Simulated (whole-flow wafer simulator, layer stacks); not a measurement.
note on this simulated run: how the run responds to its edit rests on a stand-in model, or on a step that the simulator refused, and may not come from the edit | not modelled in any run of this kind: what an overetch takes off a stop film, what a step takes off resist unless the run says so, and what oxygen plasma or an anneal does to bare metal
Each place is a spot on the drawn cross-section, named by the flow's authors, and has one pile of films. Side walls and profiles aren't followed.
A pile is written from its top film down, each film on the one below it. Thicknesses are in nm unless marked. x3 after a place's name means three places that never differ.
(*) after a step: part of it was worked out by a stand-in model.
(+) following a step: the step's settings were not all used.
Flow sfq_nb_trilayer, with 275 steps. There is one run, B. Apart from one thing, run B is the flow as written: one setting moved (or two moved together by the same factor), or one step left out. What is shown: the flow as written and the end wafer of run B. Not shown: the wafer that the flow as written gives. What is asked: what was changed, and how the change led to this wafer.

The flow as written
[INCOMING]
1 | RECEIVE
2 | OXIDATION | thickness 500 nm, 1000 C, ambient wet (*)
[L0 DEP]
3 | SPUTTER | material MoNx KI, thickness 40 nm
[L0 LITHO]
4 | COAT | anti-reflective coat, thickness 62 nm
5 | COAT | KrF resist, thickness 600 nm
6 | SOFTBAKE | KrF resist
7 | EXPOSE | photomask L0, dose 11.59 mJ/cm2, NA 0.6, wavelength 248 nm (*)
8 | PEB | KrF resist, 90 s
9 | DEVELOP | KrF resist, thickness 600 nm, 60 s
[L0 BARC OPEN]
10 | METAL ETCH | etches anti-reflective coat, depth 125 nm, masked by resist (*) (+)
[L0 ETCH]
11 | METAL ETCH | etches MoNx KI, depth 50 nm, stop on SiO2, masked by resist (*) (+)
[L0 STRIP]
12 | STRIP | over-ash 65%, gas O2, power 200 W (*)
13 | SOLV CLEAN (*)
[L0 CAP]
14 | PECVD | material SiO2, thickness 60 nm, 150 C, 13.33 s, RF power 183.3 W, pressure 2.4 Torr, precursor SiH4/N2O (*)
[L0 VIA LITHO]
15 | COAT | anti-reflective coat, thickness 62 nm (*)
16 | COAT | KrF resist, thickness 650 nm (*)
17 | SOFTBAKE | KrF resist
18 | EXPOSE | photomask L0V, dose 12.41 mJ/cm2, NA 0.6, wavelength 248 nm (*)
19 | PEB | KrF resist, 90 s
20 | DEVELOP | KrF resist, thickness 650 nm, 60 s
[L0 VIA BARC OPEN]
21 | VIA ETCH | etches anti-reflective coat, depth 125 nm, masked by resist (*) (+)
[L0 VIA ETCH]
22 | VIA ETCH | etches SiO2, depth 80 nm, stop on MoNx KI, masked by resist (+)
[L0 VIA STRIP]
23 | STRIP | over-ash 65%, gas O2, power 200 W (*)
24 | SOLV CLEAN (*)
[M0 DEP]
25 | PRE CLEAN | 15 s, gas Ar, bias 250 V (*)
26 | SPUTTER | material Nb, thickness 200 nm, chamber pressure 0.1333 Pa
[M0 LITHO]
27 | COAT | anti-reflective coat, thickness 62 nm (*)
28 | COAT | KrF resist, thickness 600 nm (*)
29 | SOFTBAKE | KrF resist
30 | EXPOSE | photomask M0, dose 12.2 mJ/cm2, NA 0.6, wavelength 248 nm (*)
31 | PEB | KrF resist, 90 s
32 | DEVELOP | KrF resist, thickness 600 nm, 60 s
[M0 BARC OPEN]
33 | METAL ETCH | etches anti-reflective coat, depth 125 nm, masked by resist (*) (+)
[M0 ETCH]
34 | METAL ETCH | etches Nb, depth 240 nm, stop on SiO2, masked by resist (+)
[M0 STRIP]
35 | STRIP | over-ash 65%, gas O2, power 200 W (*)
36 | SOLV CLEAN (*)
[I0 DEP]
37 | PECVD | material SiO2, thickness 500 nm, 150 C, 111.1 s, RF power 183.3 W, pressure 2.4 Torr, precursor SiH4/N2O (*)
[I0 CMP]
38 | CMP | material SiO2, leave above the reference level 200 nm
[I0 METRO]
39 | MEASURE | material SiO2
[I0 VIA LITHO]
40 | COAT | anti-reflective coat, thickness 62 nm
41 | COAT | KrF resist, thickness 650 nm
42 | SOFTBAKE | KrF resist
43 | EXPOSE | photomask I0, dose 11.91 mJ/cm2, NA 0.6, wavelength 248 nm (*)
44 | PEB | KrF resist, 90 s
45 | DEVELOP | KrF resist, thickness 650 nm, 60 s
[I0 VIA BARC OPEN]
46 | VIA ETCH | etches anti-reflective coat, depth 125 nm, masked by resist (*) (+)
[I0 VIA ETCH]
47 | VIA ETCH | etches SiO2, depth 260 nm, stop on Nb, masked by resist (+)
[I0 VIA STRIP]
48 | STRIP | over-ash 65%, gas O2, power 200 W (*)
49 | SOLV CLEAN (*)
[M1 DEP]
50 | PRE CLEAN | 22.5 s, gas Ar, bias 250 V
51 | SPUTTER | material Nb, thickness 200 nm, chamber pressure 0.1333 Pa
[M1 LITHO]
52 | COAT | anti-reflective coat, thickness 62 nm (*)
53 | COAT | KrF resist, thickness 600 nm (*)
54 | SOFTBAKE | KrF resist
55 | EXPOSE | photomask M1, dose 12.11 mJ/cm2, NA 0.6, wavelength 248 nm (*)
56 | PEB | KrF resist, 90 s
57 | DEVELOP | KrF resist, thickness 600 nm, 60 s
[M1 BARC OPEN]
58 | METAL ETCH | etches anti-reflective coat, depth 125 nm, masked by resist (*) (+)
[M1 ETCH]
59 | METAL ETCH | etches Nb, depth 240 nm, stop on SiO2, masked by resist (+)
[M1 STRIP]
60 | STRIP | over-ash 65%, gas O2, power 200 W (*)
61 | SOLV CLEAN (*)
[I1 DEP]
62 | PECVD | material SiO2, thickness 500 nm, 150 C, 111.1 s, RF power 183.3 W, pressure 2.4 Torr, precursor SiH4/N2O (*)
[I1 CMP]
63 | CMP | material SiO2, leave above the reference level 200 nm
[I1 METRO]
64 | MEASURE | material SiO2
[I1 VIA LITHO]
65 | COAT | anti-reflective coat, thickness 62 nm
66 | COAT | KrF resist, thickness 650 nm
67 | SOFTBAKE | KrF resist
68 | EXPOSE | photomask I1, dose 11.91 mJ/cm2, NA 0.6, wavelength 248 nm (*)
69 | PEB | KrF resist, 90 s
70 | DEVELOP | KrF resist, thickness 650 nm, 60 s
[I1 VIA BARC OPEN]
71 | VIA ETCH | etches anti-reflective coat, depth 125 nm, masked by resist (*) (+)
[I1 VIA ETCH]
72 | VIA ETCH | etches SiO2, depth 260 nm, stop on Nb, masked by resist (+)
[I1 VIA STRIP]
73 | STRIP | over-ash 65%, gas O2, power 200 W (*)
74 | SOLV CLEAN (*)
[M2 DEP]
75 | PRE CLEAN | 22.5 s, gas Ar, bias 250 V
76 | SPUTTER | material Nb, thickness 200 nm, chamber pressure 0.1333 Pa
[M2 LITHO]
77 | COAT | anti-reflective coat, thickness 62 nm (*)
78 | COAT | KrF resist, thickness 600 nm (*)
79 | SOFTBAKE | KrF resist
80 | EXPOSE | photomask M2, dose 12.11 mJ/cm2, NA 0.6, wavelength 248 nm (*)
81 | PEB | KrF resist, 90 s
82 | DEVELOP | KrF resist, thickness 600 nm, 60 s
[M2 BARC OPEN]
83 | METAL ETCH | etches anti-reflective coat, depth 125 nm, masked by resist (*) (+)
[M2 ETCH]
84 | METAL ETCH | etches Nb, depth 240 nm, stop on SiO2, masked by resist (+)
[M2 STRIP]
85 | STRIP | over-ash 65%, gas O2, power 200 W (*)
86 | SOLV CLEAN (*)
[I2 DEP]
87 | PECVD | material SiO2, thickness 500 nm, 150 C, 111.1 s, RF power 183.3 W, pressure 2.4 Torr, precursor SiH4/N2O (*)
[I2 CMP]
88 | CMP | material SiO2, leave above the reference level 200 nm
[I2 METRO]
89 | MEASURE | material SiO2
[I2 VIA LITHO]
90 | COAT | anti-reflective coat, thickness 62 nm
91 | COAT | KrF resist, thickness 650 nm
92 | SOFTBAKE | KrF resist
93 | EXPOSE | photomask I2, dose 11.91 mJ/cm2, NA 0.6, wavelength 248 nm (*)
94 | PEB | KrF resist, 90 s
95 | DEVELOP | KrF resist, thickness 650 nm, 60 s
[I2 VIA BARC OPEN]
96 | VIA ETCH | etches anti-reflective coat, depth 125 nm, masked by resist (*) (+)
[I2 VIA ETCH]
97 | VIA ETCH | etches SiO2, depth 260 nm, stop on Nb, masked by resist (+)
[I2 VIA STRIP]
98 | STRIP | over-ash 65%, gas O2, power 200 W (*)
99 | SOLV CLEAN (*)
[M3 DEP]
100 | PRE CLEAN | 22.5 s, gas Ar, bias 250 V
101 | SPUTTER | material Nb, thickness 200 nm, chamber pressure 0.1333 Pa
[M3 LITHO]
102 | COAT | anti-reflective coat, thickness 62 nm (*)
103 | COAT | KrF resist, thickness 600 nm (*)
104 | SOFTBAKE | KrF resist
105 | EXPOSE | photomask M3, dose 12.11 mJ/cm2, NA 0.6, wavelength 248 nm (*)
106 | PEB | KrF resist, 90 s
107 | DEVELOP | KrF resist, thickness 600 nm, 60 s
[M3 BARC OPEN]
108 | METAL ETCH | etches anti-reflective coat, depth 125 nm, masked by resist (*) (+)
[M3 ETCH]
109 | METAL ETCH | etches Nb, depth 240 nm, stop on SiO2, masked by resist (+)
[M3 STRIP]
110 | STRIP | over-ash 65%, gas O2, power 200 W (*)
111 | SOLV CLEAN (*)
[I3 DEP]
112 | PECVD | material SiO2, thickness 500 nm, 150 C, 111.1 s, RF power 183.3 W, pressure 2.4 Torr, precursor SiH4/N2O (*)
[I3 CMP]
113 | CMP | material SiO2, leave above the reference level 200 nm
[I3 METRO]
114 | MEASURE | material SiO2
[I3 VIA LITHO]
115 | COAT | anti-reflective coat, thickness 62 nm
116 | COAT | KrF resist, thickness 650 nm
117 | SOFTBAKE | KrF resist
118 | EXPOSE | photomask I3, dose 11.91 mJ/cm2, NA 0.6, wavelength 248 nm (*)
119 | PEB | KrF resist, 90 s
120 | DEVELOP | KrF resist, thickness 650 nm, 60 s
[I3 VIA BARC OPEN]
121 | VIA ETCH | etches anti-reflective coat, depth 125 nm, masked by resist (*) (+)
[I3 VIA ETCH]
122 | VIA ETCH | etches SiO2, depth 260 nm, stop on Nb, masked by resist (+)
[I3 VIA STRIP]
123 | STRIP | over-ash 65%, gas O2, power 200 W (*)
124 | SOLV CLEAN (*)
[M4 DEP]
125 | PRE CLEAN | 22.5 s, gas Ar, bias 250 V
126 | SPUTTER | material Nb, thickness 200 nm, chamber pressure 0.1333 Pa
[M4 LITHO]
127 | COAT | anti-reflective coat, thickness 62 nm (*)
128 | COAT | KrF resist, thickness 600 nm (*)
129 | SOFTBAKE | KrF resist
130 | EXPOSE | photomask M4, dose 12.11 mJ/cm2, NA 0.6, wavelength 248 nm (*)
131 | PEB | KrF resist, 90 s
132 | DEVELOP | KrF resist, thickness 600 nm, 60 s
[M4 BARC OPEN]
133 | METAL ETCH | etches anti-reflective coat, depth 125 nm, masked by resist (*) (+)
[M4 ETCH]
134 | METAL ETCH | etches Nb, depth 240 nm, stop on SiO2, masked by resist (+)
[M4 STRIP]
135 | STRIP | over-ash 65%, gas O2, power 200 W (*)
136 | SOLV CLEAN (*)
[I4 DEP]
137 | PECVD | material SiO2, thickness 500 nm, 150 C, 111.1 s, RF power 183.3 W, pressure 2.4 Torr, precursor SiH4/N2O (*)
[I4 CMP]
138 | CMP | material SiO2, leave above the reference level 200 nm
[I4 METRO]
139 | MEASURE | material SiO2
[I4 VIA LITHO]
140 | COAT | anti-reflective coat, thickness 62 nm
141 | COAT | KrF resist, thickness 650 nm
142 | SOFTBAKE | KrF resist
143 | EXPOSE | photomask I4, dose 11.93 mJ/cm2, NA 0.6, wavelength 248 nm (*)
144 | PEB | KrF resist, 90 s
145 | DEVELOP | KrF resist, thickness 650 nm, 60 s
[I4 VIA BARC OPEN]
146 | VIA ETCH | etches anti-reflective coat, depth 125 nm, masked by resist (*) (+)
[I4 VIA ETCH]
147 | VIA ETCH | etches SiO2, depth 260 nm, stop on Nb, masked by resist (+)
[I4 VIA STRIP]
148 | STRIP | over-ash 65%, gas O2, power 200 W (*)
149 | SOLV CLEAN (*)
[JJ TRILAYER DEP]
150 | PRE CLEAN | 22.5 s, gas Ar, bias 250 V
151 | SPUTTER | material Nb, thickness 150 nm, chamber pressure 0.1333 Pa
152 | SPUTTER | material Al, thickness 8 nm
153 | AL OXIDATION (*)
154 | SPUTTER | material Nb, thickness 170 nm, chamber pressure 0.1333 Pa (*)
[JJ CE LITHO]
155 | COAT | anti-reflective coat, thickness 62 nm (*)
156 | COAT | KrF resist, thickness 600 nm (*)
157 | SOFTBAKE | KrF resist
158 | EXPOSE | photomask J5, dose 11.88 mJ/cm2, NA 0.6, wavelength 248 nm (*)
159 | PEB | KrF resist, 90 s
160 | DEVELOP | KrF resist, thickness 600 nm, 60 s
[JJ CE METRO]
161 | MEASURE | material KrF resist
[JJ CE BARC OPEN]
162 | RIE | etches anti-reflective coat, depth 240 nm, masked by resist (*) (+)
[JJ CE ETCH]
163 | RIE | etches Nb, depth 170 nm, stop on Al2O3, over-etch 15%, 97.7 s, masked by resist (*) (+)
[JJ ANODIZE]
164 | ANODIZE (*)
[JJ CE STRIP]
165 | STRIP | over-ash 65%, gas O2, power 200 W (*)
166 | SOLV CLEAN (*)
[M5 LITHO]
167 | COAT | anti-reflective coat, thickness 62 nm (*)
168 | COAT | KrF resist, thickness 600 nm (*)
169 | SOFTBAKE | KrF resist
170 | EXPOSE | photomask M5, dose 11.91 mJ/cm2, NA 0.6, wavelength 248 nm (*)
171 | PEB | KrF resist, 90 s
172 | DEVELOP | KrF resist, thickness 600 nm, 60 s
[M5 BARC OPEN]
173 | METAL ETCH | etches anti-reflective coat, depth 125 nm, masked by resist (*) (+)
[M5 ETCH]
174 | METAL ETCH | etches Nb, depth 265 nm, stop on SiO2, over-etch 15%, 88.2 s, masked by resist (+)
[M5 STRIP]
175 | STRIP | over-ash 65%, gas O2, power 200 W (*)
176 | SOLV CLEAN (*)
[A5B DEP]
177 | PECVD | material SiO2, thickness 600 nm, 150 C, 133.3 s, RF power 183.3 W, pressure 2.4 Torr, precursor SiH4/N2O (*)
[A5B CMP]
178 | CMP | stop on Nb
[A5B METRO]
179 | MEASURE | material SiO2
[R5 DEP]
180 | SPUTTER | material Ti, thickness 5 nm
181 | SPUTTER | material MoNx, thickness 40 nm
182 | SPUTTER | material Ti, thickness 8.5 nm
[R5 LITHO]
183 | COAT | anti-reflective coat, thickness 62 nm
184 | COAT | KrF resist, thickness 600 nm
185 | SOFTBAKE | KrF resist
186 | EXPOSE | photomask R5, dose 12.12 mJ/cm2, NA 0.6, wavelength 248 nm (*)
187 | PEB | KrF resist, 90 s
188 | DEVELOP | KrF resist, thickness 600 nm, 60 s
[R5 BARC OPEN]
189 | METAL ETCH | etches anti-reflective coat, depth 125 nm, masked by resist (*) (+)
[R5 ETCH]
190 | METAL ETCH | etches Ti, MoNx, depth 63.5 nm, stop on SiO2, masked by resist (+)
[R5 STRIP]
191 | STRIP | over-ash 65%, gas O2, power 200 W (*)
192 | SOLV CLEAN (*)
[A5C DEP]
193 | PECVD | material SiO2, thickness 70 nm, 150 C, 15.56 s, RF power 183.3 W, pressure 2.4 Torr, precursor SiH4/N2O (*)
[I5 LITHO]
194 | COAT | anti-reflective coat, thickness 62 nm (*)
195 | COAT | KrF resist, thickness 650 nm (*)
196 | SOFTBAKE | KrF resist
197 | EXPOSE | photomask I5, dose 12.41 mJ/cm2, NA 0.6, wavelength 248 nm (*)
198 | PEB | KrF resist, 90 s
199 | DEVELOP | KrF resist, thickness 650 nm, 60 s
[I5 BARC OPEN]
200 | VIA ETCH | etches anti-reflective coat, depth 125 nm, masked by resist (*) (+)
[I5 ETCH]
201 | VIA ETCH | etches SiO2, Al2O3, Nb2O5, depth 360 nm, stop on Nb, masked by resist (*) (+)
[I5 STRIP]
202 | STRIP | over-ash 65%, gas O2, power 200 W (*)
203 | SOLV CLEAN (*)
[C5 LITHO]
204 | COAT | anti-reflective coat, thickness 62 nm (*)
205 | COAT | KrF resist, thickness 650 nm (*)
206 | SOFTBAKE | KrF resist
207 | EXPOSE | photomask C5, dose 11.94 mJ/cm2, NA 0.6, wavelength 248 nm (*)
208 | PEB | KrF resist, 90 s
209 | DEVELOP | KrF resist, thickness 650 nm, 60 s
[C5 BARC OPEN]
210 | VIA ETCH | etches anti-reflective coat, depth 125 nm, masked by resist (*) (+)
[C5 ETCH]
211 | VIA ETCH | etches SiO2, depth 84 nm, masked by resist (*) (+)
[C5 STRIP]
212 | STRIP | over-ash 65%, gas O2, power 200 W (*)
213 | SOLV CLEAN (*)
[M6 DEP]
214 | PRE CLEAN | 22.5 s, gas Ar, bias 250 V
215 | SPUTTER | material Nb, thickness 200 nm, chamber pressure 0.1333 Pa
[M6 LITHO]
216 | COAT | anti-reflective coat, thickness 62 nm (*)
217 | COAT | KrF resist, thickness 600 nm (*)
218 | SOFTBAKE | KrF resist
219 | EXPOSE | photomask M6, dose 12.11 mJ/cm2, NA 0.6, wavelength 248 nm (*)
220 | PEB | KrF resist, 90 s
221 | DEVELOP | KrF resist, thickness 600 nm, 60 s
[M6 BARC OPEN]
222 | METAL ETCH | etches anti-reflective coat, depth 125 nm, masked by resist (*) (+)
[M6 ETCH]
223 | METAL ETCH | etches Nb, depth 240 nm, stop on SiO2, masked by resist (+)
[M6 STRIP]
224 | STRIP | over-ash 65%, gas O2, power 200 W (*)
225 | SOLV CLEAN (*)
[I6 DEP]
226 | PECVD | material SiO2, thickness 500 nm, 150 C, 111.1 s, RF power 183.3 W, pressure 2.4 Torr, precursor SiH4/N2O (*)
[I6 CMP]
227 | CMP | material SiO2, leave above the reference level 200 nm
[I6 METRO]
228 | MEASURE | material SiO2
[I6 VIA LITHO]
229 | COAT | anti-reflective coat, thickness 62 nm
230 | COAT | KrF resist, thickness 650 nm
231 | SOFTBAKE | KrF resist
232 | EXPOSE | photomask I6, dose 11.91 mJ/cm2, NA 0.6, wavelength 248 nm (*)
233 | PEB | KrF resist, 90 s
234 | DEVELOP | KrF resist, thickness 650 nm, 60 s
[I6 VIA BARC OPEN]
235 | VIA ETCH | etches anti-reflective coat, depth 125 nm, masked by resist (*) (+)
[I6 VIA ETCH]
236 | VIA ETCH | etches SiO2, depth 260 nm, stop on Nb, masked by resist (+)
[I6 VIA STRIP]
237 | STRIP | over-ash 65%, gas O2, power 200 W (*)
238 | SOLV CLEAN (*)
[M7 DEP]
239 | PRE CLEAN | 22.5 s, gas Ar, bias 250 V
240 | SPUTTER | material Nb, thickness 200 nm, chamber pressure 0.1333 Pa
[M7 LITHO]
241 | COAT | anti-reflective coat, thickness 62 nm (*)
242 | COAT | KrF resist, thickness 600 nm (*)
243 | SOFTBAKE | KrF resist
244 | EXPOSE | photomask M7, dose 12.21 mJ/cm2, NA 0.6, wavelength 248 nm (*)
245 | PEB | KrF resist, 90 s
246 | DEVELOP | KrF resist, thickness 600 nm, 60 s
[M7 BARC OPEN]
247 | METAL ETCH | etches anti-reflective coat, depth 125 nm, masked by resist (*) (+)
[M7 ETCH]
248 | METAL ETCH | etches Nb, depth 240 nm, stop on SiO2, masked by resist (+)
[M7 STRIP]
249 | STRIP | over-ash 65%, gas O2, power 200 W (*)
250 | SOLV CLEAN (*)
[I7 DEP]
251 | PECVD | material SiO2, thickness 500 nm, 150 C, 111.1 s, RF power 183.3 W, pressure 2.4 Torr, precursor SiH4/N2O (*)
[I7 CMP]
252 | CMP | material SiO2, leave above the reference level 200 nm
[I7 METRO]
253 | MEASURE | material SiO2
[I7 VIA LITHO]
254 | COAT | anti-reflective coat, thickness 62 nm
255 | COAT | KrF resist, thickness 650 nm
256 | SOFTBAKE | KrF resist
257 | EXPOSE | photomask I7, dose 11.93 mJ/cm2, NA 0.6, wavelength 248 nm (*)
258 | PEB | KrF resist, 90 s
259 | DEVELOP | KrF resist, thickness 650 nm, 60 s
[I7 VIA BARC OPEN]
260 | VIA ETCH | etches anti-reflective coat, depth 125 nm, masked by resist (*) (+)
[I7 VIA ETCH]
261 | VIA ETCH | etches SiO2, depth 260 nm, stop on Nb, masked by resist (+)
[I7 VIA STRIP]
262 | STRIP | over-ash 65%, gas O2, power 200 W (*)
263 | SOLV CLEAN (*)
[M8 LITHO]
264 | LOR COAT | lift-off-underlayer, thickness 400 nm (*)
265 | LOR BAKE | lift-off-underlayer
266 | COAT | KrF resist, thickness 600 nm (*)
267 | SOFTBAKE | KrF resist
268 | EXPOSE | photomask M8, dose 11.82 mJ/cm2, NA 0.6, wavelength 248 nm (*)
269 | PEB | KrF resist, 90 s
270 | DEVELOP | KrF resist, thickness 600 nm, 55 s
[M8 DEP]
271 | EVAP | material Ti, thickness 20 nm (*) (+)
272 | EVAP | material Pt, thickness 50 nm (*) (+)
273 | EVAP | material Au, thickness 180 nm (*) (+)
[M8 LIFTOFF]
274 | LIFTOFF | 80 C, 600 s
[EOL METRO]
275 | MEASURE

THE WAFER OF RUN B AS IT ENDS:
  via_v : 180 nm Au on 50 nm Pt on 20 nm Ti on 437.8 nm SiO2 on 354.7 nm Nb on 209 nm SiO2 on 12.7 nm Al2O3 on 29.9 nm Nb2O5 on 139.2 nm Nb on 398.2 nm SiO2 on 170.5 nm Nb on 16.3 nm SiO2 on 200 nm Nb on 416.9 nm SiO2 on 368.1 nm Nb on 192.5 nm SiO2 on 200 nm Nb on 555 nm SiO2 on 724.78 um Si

The reason: step 122, VIA ETCH: depth 176 nm was run, whereas the flow has depth 260 nm.

The path from the change to this, step by step:
  122 | VIA ETCH | etches SiO2, depth 260 nm, stop on Nb, masked by resist (+)
      via_v: -176 SiO2 (it would be, as written: -199.8 SiO2 (all of it))
      field_l, v_sur, via_wl and 102 more: -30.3 KrF resist (it would be, as written: -44.8 KrF resist)
  123 | STRIP | over-ash 65%, gas O2, power 200 W (*)
      field_l, v_sur, via_wl and 102 more: -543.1 KrF resist (all of it), -62 anti-reflective coat (all of it) (it would be, as written: -528.6 KrF resist (all of it), -62 anti-reflective coat (all of it))
  125 | PRE CLEAN | 22.5 s, gas Ar, bias 250 V
      via_v: -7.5 SiO2 (it would be, as written: -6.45 Nb)
  126 | SPUTTER | material Nb, thickness 200 nm, chamber pressure 0.1333 Pa
      via_v: +170.5 Nb (new film) (it would be, as written: +165.5 Nb)
  127 | COAT | anti-reflective coat, thickness 62 nm (*)
      via_v: +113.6 anti-reflective coat (new film) (it would be, as written: +124.8 anti-reflective coat (new film))
      wire: +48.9 anti-reflective coat (new film) (it would be, as written: +50.2 anti-reflective coat (new film))
  135 | STRIP | over-ash 65%, gas O2, power 200 W (*)
      via_v: -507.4 KrF resist (all of it), -113.6 anti-reflective coat (all of it) (it would be, as written: -521.8 KrF resist (all of it), -124.8 anti-reflective coat (all of it))
      wire: -376.8 KrF resist (all of it), -48.9 anti-reflective coat (all of it) (it would be, as written: -374.5 KrF resist (all of it), -50.2 anti-reflective coat (all of it))
  137 | PECVD | material SiO2, thickness 500 nm, 150 C, 111.1 s, RF power 183.3 W, pressure 2.4 Torr, precursor SiH4/N2O (*)
      via_v: +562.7 SiO2 (new film) (it would be, as written: +615 SiO2 (new film))
  138 | CMP | material SiO2, leave above the reference level 200 nm
      via_v: -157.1 SiO2 (it would be, as written: -181.6 SiO2)
If metal films that touch count as one body, via_v has 7 bodies (between them, from the top down: SiO2 437.8; SiO2 209 / Al2O3 12.7 / Nb2O5 29.9; SiO2 398.2; SiO2 16.3; SiO2 416.9; SiO2 192.5); the flow as written gives 6 bodies (between them, from the top down: SiO2 437.8; SiO2 209 / Al2O3 12.7 / Nb2O5 29.9; SiO2 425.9; SiO2 416.9; SiO2 192.5).
